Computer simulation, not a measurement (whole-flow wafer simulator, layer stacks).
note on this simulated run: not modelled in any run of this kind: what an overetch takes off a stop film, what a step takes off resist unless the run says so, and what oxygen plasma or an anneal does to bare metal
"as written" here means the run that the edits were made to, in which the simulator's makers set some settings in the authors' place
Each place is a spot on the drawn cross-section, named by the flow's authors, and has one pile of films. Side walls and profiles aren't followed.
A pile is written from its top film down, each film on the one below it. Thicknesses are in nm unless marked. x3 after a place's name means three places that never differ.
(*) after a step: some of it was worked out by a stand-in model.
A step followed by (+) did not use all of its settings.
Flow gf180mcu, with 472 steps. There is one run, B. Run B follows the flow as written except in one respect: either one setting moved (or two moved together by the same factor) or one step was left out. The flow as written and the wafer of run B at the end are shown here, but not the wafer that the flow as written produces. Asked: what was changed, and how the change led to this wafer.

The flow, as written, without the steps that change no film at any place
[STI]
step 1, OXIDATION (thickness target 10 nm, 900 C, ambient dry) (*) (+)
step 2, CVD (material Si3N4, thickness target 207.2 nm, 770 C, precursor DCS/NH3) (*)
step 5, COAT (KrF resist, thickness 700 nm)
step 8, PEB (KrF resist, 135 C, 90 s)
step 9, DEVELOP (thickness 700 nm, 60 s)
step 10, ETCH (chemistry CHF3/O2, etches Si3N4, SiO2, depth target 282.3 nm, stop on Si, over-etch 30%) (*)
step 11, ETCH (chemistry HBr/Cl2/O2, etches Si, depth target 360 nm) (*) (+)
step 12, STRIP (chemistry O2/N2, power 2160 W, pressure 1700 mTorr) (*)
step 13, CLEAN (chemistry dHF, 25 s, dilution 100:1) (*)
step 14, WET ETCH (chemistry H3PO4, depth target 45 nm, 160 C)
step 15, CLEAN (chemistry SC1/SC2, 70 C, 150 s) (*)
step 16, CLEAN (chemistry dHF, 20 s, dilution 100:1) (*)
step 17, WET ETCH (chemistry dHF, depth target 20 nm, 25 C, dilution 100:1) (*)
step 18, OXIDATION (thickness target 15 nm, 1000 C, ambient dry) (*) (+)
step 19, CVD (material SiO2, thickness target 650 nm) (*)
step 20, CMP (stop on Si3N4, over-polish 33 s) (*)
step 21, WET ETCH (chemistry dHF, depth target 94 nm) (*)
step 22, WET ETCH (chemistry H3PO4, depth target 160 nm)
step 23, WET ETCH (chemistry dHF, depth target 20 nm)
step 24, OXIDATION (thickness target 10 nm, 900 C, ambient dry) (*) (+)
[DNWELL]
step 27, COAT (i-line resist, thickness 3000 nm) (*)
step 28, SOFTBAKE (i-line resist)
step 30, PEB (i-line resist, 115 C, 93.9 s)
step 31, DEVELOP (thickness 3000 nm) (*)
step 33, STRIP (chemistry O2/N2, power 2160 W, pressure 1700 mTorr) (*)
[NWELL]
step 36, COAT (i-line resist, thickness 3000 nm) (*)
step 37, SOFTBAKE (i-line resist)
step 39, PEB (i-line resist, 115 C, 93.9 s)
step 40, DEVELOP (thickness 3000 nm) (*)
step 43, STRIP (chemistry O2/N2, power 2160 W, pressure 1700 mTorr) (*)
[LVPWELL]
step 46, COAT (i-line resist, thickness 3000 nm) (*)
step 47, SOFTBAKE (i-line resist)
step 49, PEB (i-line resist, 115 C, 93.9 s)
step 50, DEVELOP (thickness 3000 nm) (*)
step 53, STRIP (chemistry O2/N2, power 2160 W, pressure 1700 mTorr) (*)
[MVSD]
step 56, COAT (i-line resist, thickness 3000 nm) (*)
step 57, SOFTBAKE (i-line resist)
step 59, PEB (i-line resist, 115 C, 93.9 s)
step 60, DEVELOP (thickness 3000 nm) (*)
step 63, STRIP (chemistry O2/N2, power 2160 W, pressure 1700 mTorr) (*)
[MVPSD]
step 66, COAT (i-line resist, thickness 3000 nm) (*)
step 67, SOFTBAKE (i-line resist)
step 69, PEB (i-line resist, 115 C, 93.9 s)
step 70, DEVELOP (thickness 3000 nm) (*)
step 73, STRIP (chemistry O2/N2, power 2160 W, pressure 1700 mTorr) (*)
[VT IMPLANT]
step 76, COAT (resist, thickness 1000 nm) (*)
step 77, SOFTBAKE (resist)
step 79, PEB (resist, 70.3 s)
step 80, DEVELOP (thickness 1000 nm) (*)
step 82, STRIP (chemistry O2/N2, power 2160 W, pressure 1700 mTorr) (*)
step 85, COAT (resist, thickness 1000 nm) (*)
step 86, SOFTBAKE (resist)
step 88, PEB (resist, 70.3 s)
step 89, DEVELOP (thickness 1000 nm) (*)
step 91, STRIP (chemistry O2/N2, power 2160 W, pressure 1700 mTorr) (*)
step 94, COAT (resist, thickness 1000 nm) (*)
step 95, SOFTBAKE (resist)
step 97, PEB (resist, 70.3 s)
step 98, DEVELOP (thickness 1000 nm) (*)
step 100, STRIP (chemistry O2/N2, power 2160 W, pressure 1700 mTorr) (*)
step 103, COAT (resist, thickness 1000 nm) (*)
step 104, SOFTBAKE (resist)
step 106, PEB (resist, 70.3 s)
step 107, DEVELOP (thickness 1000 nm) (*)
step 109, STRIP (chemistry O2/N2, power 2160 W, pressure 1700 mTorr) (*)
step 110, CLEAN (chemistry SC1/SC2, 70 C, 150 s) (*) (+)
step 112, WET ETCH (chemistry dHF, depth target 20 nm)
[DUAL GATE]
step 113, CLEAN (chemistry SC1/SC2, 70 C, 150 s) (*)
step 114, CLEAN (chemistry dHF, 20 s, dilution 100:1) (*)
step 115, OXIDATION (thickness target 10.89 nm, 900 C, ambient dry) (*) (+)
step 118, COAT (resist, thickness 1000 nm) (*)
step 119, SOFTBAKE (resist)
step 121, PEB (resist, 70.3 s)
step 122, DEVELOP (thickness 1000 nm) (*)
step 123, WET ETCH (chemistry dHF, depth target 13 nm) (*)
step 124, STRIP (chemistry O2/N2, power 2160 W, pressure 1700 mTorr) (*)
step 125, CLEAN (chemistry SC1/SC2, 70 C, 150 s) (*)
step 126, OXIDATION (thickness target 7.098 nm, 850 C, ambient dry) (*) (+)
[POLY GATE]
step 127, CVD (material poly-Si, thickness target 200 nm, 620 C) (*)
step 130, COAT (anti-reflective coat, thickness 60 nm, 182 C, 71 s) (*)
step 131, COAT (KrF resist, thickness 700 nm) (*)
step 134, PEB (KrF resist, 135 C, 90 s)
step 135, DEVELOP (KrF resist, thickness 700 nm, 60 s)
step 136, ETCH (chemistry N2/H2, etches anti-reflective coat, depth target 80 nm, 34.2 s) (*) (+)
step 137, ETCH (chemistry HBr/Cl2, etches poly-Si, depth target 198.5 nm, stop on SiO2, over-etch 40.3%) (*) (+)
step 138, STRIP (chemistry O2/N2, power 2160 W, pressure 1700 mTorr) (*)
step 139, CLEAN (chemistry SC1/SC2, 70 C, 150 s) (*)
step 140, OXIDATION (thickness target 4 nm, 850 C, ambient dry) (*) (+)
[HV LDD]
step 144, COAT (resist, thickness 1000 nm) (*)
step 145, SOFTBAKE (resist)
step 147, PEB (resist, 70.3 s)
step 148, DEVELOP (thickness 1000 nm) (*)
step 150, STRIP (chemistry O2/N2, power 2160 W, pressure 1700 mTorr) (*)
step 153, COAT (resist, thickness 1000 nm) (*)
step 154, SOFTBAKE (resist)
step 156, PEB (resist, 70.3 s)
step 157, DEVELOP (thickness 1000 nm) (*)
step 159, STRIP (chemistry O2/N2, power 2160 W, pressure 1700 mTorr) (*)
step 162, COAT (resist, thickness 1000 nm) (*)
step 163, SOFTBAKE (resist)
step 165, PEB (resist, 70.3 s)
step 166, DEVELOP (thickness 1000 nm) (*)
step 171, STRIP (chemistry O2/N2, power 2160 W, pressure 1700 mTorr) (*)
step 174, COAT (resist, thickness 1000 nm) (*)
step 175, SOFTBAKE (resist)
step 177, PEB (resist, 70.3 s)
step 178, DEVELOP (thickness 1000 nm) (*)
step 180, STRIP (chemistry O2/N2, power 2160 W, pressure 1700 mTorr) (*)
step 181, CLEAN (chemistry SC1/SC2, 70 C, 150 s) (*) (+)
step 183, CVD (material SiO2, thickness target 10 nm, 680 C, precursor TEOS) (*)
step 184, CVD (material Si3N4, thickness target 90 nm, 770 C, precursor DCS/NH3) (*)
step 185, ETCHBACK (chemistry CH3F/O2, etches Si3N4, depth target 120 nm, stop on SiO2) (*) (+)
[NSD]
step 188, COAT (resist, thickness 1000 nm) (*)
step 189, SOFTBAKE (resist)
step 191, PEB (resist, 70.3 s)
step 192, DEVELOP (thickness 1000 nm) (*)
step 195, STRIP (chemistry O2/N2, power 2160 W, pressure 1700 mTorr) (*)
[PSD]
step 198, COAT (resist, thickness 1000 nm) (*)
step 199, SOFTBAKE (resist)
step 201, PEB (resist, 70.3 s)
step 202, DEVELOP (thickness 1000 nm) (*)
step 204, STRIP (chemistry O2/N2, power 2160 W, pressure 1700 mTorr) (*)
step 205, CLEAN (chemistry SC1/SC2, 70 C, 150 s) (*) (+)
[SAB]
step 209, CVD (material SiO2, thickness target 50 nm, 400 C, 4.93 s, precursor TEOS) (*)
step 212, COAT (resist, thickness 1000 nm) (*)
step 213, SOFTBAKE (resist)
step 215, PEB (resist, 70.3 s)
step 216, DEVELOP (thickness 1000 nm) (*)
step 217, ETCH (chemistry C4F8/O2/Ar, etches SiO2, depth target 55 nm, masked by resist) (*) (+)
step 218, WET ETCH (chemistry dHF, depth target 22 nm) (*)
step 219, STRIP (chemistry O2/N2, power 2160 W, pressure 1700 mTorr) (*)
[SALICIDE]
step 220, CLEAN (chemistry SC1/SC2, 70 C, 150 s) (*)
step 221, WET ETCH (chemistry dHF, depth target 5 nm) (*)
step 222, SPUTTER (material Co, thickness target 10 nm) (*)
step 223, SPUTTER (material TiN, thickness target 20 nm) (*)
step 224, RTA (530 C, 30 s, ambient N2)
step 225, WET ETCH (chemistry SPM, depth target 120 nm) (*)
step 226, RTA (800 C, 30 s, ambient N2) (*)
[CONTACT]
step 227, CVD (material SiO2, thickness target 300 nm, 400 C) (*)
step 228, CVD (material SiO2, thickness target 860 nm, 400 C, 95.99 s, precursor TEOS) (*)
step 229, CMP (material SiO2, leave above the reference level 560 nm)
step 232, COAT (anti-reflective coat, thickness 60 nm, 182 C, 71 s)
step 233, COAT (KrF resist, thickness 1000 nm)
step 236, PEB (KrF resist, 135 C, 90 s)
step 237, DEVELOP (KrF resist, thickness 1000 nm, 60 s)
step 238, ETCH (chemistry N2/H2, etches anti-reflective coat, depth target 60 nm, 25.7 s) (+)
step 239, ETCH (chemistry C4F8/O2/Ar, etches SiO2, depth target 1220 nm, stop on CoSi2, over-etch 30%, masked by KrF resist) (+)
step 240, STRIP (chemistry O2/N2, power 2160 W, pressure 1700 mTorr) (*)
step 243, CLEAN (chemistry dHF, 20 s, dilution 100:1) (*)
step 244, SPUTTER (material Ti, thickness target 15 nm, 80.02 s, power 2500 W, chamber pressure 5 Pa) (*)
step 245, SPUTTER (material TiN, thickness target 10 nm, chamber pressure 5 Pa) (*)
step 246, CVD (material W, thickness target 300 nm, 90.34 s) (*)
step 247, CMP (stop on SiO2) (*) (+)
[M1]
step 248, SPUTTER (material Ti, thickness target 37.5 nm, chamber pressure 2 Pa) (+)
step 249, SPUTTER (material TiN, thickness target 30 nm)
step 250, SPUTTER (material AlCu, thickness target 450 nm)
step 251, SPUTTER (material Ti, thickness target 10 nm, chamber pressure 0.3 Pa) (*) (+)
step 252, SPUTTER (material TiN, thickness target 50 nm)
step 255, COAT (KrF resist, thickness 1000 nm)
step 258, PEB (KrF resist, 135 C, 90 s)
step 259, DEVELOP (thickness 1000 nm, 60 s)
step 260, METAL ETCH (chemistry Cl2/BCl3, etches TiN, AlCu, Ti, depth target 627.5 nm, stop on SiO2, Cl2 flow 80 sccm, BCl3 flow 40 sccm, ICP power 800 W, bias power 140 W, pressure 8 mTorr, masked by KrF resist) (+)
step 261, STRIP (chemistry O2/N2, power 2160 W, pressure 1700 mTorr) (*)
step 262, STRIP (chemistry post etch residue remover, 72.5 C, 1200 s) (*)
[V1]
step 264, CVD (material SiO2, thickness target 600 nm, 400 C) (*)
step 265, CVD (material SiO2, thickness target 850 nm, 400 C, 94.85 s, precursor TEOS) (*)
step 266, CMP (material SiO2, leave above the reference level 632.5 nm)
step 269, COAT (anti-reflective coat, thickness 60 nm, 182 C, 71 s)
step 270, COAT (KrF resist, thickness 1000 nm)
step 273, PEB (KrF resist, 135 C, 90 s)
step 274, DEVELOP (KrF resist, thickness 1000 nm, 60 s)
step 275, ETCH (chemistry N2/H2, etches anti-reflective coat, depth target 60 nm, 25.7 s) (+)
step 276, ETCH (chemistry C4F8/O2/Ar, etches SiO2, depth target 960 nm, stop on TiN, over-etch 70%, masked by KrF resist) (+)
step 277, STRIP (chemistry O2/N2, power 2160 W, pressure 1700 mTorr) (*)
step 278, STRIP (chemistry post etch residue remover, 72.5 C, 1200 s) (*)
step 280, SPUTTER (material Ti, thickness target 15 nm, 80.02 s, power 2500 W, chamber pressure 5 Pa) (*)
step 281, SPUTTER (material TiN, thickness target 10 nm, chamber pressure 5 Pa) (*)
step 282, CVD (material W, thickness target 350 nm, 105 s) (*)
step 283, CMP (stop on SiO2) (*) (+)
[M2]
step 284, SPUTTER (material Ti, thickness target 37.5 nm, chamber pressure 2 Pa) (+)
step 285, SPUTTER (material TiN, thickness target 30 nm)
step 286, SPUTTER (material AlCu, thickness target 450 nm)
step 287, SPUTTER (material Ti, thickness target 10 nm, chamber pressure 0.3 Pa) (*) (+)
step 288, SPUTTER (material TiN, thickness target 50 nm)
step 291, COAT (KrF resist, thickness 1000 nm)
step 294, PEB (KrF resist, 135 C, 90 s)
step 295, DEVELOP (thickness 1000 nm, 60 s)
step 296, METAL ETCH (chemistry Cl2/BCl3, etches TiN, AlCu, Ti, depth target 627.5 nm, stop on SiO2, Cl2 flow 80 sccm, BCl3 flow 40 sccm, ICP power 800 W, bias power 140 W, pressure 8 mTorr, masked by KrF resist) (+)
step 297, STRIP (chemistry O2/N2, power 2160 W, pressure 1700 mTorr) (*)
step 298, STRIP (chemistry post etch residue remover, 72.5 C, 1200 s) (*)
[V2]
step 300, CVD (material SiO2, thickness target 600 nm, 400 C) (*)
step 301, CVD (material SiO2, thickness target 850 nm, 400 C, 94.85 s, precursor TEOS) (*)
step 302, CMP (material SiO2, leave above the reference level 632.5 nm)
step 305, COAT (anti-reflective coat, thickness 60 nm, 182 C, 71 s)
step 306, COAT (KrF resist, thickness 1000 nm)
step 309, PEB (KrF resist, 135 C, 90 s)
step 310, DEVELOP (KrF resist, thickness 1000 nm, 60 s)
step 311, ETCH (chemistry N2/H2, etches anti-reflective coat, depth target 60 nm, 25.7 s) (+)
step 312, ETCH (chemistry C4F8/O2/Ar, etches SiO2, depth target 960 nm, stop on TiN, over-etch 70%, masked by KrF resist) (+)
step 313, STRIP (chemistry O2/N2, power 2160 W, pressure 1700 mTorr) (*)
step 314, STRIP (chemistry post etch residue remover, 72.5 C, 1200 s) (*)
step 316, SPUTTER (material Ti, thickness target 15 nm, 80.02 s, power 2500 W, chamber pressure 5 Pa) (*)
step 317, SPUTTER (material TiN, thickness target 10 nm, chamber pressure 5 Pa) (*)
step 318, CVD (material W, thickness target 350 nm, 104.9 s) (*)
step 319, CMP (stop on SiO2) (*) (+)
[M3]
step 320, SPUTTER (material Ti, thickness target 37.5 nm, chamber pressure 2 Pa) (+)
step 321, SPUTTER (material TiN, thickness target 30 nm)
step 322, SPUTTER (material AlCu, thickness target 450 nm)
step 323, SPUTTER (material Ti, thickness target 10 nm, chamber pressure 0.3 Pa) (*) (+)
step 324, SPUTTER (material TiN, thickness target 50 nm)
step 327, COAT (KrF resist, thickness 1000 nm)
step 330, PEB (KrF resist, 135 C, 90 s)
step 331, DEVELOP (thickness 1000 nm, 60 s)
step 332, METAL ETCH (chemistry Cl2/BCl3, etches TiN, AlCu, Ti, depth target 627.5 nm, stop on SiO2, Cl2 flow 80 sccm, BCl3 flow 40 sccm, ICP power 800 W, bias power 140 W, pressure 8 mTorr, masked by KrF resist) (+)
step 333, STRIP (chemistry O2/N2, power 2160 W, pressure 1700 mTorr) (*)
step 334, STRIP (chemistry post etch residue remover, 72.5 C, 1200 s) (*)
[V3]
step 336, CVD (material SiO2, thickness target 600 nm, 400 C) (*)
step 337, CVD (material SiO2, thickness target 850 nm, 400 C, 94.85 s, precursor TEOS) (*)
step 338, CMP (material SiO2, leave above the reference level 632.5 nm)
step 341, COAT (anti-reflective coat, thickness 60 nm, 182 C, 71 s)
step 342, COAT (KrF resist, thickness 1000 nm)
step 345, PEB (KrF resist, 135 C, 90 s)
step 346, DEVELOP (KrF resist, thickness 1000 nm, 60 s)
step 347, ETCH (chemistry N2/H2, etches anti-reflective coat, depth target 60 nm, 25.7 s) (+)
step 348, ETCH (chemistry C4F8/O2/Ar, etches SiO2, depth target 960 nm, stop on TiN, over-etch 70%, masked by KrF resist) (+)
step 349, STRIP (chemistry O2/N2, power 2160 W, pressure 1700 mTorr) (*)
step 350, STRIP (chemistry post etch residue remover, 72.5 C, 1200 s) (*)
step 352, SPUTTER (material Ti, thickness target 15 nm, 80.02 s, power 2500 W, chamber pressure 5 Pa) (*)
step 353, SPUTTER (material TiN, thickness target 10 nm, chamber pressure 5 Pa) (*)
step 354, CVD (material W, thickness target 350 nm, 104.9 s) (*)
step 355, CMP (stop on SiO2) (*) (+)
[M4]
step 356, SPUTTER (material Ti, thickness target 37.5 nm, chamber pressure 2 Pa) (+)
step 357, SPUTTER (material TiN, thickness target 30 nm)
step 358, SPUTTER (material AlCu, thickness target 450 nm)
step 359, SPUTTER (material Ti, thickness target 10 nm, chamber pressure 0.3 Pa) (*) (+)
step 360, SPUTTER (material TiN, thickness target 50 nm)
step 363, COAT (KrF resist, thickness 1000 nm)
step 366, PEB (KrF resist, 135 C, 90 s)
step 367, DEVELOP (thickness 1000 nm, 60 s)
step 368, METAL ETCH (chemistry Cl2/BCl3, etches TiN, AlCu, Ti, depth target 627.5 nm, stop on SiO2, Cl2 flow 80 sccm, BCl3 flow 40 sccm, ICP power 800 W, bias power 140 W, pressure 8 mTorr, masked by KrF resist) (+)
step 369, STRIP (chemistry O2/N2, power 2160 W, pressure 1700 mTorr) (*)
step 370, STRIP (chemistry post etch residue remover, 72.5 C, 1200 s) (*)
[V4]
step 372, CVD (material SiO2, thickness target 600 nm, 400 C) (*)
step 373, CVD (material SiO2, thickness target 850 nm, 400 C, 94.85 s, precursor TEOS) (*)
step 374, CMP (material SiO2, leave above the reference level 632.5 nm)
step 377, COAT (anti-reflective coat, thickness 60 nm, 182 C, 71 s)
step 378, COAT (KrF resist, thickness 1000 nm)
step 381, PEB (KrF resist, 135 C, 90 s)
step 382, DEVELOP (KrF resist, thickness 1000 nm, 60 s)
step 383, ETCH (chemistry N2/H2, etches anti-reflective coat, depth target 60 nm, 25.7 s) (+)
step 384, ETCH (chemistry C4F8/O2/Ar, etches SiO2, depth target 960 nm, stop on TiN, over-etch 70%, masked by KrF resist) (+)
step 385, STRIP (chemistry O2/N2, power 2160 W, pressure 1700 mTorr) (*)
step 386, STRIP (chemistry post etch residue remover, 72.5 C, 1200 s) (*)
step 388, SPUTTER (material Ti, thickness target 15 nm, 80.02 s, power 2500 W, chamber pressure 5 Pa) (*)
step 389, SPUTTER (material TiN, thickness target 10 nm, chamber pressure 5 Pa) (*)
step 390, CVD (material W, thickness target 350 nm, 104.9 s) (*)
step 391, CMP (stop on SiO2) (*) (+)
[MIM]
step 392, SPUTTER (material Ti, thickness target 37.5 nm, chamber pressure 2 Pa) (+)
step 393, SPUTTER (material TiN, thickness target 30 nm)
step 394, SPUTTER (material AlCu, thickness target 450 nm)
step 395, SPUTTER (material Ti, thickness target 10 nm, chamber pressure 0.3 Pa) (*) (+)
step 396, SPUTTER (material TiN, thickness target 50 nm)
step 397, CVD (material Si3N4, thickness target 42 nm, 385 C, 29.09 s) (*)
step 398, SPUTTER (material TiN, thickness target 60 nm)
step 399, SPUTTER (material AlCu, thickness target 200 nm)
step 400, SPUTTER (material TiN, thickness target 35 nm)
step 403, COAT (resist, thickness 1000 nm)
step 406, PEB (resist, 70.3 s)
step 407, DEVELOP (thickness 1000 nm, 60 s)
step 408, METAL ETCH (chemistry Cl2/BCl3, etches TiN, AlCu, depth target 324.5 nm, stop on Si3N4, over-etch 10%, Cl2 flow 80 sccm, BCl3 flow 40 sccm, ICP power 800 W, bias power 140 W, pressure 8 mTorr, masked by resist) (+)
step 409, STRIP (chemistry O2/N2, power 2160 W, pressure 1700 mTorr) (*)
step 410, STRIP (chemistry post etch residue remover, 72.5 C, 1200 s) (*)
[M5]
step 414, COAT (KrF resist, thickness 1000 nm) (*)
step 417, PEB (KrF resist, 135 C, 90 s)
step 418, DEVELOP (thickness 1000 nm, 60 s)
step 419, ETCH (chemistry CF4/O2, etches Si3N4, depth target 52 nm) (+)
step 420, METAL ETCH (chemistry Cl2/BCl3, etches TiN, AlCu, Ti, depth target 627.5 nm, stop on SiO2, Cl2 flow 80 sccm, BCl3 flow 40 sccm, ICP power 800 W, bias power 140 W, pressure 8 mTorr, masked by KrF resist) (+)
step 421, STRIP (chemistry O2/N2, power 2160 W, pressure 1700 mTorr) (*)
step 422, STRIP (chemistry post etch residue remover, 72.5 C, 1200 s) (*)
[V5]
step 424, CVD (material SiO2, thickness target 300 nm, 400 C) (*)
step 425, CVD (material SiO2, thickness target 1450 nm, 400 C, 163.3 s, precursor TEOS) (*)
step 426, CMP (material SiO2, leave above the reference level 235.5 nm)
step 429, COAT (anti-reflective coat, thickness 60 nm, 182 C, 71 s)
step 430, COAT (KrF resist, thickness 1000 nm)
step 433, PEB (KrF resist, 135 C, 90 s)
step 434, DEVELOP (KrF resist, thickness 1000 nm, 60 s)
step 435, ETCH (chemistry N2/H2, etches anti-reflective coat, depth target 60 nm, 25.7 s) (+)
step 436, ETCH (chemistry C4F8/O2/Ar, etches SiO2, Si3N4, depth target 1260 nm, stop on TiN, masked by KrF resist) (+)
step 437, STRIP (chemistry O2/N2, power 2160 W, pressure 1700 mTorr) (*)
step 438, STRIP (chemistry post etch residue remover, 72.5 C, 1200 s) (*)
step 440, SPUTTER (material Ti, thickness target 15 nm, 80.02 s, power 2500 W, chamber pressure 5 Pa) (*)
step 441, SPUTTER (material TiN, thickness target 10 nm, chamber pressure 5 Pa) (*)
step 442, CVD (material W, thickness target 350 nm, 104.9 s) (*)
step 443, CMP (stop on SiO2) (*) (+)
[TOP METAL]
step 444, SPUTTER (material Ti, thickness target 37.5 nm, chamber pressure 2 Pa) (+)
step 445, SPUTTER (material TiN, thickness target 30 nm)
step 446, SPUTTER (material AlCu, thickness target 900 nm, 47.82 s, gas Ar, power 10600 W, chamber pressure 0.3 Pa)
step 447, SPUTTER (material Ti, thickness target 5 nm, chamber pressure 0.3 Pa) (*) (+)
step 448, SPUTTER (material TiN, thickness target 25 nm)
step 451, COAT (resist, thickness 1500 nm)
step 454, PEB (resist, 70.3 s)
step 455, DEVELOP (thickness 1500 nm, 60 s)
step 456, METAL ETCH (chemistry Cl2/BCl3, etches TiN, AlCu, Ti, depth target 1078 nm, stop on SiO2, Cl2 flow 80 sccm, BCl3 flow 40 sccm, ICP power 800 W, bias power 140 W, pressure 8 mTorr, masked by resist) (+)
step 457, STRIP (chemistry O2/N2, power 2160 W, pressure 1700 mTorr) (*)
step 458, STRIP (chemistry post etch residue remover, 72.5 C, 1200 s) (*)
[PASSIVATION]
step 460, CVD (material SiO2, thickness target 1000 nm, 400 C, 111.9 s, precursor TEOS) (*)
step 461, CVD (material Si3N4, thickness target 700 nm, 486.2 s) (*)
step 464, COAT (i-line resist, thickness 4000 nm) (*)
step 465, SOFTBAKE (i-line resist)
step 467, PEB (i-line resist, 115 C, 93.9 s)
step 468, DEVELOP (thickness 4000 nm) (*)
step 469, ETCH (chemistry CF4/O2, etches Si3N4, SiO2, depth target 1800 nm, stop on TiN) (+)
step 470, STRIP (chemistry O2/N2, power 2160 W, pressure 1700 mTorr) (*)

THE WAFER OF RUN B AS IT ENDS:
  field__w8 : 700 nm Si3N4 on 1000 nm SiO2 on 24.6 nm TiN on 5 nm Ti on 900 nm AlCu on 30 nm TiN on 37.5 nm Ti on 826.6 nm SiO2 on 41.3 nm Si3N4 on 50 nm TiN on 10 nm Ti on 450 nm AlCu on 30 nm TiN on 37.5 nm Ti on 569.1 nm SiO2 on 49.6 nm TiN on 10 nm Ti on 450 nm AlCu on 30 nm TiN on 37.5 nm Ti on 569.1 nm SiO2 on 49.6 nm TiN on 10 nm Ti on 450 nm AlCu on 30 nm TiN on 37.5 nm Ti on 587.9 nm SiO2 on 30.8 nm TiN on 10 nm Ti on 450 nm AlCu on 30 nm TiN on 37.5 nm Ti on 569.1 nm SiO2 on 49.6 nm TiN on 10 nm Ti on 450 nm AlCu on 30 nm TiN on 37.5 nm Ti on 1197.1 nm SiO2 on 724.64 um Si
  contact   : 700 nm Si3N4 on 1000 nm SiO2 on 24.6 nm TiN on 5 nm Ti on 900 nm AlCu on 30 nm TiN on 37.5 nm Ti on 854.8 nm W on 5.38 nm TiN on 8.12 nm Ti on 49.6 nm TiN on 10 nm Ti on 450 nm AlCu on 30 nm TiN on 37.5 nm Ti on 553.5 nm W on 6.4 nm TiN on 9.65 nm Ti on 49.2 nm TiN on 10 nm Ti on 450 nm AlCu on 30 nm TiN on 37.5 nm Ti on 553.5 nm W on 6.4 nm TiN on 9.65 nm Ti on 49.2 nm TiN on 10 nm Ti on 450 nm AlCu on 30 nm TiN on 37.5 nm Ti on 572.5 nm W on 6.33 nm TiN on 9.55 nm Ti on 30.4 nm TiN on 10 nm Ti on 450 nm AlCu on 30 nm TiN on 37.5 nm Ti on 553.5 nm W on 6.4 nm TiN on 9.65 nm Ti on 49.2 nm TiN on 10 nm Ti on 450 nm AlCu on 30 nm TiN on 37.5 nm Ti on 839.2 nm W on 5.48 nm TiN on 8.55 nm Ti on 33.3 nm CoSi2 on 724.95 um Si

The reason: step 288, SPUTTER: thickness target 31.2 nm was run, while the flow as written has thickness target 50 nm.

How this came from the change, step by step:
  step 288, SPUTTER (material TiN, thickness target 50 nm)
      field, field__w1, field__w2 and 108 more: TiN gains 31.2 (new film) (it would be, as written: TiN gains 50 (new film))
  step 296, METAL ETCH (chemistry Cl2/BCl3, etches TiN, AlCu, Ti, depth target 627.5 nm, stop on SiO2, Cl2 flow 80 sccm, BCl3 flow 40 sccm, ICP power 800 W, bias power 140 W, pressure 8 mTorr, masked by KrF resist) (+)
      field, field__w1, field__w2 and 103 more: TiN loses 31.2 (all of it), Ti loses 10 (all of it), AlCu loses 450 (all of it), TiN loses 30 (all of it), Ti loses 37.5 (all of it) (it would be, as written: TiN loses 50 (all of it), Ti loses 10 (all of it), AlCu loses 450 (all of it), TiN loses 30 (all of it), Ti loses 37.5 (all of it))
  step 302, CMP (material SiO2, leave above the reference level 632.5 nm)
      field__w8, contact, m1, m1__w1, m1_nw: SiO2 loses 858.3 (it would be, as written: SiO2 loses 877.1)
  step 312, ETCH (chemistry C4F8/O2/Ar, etches SiO2, depth target 960 nm, stop on TiN, over-etch 70%, masked by KrF resist) (+)
      contact: SiO2 loses 591.3 (all of it) (it would be, as written: SiO2 loses 572.5 (all of it))
